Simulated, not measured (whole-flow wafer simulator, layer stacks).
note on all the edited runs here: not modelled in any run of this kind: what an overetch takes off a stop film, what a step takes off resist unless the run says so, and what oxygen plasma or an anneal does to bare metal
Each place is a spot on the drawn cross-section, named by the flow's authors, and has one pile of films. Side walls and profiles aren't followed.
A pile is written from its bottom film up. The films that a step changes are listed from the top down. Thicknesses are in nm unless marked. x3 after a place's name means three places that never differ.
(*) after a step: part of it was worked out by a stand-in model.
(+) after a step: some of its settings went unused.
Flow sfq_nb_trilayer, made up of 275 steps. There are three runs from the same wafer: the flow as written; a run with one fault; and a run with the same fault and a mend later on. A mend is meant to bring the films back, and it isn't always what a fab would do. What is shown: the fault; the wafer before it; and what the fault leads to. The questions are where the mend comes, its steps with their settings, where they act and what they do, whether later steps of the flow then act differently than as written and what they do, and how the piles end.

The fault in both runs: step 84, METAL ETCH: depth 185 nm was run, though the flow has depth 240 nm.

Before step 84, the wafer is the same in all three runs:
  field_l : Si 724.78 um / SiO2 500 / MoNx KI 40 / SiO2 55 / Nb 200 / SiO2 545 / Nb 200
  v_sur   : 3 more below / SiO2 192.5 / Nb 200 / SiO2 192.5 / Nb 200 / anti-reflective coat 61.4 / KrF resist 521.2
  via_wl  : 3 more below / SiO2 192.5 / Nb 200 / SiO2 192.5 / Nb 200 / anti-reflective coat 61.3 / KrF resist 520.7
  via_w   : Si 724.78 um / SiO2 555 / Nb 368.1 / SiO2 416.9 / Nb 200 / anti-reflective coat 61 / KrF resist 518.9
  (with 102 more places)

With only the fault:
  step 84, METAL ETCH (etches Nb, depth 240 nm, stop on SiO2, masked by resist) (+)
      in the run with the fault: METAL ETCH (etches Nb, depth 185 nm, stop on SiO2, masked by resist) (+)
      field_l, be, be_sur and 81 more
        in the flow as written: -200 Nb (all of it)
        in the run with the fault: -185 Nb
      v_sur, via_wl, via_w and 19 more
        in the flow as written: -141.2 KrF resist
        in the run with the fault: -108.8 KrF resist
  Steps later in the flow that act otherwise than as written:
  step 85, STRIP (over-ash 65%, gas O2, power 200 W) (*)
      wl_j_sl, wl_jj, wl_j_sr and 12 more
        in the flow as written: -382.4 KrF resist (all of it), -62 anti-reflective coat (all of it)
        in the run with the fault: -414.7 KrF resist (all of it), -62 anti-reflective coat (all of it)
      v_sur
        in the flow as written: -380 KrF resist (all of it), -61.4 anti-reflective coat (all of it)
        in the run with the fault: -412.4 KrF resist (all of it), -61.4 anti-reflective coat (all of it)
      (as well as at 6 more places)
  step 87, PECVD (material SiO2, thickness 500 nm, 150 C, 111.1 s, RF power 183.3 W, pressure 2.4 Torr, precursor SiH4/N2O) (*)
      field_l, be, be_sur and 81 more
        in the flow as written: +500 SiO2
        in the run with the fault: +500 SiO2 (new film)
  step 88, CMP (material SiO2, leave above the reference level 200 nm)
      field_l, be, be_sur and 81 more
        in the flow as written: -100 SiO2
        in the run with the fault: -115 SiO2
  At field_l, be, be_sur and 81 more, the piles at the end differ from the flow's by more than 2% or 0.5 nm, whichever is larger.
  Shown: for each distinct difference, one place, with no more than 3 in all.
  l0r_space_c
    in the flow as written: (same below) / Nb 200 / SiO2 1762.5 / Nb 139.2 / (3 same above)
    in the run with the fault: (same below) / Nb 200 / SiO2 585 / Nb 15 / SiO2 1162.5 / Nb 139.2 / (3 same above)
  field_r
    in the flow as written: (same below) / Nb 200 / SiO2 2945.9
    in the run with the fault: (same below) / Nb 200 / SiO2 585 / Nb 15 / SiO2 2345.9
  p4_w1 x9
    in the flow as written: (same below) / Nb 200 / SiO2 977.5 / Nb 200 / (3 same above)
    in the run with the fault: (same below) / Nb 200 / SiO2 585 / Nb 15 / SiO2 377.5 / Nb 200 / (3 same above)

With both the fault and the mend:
  After step 84 comes the mend.
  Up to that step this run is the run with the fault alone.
  step 84a, METAL ETCH (etches Nb, depth 55 nm, stop on SiO2, masked by resist) (+) (a further turn of the flow's step 84, with different settings)
      field_l, be, be_sur and 81 more
        -15 Nb (all of it)
      v_sur, via_wl, via_w and 19 more
        -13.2 KrF resist
  Steps later in the flow that act otherwise than as written:
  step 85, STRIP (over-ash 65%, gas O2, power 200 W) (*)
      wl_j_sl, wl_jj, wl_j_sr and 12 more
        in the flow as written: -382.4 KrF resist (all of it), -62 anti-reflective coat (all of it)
        in the run with the mend: -401.5 KrF resist (all of it), -62 anti-reflective coat (all of it)
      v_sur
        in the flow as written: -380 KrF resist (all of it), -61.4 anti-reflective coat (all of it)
        in the run with the mend: -399.2 KrF resist (all of it), -61.4 anti-reflective coat (all of it)
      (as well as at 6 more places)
  By the end, the piles equal the flow's at every place that both follow.
